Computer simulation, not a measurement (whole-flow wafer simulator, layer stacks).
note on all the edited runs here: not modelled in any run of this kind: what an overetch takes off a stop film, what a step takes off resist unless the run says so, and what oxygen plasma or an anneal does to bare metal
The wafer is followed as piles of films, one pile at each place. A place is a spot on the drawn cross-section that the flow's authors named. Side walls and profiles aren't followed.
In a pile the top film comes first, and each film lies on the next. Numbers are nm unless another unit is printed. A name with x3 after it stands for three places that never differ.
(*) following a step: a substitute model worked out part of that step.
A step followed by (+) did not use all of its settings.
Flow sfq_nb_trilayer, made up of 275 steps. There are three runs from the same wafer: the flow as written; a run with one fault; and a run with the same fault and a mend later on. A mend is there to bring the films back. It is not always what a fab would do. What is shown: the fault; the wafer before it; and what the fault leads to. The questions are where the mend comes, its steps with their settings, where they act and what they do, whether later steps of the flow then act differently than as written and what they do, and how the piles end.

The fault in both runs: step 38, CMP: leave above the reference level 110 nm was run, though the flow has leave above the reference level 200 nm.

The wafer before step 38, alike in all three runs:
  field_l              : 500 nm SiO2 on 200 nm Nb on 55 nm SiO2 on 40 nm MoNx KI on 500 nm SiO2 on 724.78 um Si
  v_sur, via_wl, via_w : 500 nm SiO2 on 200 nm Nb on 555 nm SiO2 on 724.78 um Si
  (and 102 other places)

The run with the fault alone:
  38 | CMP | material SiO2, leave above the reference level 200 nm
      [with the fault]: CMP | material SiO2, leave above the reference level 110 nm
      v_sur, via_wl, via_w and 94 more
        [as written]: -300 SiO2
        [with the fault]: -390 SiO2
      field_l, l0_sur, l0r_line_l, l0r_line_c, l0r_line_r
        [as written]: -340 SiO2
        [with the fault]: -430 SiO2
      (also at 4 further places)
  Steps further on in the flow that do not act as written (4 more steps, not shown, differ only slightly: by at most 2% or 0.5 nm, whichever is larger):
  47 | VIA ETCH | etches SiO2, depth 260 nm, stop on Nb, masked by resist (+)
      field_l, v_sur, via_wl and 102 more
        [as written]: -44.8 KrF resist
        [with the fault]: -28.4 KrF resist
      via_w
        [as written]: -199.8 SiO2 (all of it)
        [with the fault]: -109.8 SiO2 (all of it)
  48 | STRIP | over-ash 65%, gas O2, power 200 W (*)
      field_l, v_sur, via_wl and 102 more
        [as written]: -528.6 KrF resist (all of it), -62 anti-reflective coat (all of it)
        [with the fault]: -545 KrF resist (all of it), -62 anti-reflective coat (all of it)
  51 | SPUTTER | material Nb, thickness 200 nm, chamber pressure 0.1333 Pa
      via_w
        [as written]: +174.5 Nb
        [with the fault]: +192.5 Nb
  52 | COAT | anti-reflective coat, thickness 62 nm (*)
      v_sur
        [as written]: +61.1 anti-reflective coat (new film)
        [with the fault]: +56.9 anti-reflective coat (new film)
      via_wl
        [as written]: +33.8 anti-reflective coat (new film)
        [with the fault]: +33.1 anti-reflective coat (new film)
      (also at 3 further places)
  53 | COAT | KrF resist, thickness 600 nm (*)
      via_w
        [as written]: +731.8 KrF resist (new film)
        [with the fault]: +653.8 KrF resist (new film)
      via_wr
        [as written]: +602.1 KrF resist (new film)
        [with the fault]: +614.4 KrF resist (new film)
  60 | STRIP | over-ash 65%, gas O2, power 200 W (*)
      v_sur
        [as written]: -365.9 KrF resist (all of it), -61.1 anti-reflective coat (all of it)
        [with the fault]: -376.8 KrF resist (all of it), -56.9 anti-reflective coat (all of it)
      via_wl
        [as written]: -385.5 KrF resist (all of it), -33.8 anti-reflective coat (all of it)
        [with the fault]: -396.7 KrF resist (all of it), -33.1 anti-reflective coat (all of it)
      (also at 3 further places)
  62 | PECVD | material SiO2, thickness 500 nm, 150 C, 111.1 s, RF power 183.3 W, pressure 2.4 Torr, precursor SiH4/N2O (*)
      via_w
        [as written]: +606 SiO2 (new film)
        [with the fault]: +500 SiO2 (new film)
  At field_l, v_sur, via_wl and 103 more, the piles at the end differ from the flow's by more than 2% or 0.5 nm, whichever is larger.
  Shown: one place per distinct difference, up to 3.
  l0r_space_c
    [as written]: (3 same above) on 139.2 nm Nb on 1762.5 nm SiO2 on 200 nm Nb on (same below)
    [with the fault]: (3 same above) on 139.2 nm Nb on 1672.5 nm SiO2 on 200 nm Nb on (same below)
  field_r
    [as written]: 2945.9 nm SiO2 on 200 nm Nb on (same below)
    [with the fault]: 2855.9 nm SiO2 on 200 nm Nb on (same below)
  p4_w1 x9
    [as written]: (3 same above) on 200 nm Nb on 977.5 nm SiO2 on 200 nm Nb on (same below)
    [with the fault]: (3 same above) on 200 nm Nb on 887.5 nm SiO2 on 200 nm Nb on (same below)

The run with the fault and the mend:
  The mend stands after step 45.
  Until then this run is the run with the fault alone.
  45a | STRIP | over-ash 65%, gas O2, power 200 W (*)
      field_l, v_sur, via_wl and 102 more
        -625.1 KrF resist (all of it), -62 anti-reflective coat (all of it)
      via_w
        -62 anti-reflective coat (all of it)
  45b | PECVD | material SiO2, thickness 90 nm, 150 C, 20 s, RF power 183.3 W, pressure 2.4 Torr, precursor SiH4/N2O (a further turn of the flow's step 37, with different settings)
      field_l, v_sur, via_wl and 103 more
        +90 SiO2
  45c | COAT | anti-reflective coat, thickness 62 nm (a further turn of the flow's step 40)
      field_l, v_sur, via_wl and 103 more
        +62 anti-reflective coat (new film)
  45d | COAT | KrF resist, thickness 650 nm (a further turn of the flow's step 41)
      field_l, v_sur, via_wl and 103 more
        +650 KrF resist (new film)
  45e | SOFTBAKE | KrF resist (a further turn of the flow's step 42)
      does not change any film at any place that is followed
  45f | EXPOSE | photomask I0, dose 11.91 mJ/cm2, NA 0.6, wavelength 248 nm (*) (a further turn of the flow's step 43)
      does not change any film at any place that is followed
  45g | PEB | KrF resist, 90 s (a further turn of the flow's step 44)
      field_l, v_sur, via_wl and 103 more
        -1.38 KrF resist
  45h | DEVELOP | KrF resist, thickness 650 nm, 60 s (a further turn of the flow's step 45)
      field_l, v_sur, via_wl and 102 more
        -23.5 KrF resist
      via_w
        -648.6 KrF resist (all of it)
  Later steps of the flow that are run all act as written at every place that is followed, up to a difference of at most 2% or 0.5 nm, whichever is larger.
  When the end is reached, the piles differ only a little from the flow's at the places that both follow, at most by 2% or 0.5 nm, whichever is larger.
